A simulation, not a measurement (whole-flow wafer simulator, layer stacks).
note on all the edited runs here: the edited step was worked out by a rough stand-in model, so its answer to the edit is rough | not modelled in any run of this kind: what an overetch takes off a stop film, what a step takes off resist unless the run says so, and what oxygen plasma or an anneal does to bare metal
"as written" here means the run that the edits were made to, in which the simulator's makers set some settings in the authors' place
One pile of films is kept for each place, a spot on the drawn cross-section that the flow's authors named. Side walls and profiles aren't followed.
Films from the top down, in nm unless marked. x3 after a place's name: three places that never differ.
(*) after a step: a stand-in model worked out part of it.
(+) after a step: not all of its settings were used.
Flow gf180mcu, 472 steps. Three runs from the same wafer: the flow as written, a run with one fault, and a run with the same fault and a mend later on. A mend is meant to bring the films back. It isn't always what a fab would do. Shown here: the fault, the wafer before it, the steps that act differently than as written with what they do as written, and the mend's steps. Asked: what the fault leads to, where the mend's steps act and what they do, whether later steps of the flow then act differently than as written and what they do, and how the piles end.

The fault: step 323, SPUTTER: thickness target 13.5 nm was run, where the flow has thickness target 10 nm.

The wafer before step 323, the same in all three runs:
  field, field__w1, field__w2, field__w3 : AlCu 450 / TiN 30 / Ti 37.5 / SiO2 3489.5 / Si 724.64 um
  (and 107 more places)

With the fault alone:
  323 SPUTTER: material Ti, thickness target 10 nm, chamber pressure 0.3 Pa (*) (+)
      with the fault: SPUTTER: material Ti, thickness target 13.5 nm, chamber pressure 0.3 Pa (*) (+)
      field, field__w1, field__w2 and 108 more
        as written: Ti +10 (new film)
        with the fault: Ti +13.5 (new film)
  Later steps of the flow that act differently than as written (5 more steps differ only slightly, by at most 2% or 0.5 nm, whichever is larger, and aren't shown):
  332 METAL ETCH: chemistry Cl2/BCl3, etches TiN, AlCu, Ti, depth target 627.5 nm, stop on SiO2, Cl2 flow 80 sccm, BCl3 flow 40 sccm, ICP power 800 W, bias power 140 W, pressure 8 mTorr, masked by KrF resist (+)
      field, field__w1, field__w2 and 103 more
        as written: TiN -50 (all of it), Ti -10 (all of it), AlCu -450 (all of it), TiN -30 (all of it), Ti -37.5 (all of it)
        with the fault: TiN -50 (all of it), Ti -13.5 (all of it), AlCu -450 (all of it), TiN -30 (all of it), Ti -37.5 (all of it)
  At the end the piles differ from the flow's by more than 2% or 0.5 nm, whichever is larger, at field__w8, contact, m1, m1__w1, m1_nw.
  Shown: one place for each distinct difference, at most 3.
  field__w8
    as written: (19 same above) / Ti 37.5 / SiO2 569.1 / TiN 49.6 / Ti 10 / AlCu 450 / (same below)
    with the fault: (19 same above) / Ti 37.5 / SiO2 565.6 / TiN 49.6 / Ti 13.5 / AlCu 450 / (same below)
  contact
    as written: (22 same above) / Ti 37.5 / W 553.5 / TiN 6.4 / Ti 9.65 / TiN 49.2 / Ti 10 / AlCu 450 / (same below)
    with the fault: (22 same above) / Ti 37.5 / W 550 / TiN 6.42 / Ti 9.67 / TiN 49.2 / Ti 13.5 / AlCu 450 / (same below)

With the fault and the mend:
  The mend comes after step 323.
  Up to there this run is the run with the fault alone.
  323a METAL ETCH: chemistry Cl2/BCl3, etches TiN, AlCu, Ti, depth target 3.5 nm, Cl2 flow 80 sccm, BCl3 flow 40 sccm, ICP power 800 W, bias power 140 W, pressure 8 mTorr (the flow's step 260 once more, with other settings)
      field, field__w1, field__w2 and 108 more
        Ti -3.5
  No later step of the flow acts differently than as written at any place that is followed.
  At the end the piles are the same as the flow's at every place that both follow.
